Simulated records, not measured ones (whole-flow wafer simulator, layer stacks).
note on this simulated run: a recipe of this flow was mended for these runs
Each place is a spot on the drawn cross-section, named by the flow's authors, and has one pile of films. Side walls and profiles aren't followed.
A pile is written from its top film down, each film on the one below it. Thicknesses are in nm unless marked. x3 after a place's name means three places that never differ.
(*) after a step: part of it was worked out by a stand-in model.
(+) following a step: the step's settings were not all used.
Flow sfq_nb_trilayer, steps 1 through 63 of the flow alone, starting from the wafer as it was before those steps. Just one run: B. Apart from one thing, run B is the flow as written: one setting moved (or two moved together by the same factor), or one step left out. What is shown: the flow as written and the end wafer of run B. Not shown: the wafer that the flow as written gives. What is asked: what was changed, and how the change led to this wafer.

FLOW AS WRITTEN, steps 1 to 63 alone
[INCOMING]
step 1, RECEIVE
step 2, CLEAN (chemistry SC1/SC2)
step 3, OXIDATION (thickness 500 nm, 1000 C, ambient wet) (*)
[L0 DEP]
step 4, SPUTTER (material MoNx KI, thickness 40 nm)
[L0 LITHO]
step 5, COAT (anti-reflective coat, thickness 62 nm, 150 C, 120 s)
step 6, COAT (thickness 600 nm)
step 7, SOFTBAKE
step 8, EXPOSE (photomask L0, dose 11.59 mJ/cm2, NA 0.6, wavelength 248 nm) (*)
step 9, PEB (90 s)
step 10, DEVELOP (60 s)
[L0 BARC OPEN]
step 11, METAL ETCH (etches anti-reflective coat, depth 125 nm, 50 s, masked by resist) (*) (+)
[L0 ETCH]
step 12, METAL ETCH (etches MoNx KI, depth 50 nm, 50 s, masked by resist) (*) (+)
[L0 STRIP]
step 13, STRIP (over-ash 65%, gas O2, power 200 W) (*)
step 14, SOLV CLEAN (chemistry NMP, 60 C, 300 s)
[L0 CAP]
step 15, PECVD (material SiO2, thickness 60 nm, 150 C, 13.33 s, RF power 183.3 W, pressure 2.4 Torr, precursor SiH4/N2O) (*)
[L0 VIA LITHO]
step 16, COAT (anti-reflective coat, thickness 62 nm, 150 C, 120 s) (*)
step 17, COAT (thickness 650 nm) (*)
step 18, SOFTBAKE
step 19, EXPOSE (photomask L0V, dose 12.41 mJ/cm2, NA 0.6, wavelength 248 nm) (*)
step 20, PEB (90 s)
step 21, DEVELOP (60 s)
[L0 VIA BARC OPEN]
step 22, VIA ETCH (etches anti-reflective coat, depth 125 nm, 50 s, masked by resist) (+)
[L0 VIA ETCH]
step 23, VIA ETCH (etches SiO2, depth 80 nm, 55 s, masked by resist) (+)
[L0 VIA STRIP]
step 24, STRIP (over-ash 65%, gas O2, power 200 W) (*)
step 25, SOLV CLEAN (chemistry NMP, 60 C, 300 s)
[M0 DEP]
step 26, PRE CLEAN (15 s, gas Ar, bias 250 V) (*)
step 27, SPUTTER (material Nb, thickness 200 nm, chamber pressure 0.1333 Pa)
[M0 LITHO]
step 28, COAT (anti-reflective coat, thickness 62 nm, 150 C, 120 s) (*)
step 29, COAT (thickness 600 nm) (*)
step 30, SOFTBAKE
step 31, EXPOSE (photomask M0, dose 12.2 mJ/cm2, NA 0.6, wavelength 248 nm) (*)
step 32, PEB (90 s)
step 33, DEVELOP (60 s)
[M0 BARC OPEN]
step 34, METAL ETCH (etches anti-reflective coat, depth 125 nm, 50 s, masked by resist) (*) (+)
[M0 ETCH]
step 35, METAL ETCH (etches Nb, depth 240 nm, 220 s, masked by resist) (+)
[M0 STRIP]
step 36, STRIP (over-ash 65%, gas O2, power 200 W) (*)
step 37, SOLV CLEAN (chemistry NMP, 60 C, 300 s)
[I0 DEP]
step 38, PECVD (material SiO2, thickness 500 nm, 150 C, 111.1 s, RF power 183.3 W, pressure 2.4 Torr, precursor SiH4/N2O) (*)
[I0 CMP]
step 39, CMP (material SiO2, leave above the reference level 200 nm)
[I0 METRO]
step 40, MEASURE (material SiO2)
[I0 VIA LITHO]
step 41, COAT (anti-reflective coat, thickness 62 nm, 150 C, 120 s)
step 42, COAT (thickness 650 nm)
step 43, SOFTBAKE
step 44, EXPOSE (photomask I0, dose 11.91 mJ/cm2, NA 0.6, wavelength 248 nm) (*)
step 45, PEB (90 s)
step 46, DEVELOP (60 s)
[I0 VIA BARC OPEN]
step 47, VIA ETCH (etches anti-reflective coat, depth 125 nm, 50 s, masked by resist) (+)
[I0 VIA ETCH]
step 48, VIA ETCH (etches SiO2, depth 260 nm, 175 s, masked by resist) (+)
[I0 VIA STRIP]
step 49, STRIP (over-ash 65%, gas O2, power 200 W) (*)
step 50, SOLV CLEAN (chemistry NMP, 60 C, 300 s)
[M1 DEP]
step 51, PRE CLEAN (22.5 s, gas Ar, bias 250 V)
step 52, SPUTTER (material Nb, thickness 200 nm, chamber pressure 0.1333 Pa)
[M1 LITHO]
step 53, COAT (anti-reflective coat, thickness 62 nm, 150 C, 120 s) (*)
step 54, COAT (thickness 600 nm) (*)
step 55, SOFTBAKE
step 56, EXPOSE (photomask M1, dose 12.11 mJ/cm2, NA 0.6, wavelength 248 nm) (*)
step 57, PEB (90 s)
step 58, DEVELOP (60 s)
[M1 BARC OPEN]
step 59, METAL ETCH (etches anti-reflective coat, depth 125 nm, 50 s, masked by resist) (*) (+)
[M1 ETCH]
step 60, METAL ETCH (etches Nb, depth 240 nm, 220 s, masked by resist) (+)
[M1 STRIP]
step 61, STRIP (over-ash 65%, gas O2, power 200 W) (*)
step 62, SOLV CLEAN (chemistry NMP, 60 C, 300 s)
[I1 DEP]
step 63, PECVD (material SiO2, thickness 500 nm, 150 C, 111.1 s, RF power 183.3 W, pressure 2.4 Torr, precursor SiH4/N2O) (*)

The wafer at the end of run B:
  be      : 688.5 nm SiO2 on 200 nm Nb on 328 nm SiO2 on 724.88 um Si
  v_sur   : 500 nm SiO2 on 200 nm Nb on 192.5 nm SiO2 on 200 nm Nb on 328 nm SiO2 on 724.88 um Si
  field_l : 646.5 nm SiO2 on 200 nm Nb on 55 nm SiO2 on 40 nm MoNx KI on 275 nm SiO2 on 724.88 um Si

Cause: step 3, OXIDATION: thickness 275 nm was run, though the flow has thickness 500 nm.
The wafer lets one read it off: field_l has SiO2 275, and step 3 as written asks for 500 nm.

How this came from the change, step by step:
  step 3, OXIDATION (thickness 500 nm, 1000 C, ambient wet) (*)
      field_l, v_sur, via_wl and 103 more: +275 SiO2 (new film), -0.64 chemical SiO2 (all of it), -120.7 Si (as written it would have been: +500 SiO2 (new film), -0.64 chemical SiO2 (all of it), -219.7 Si)
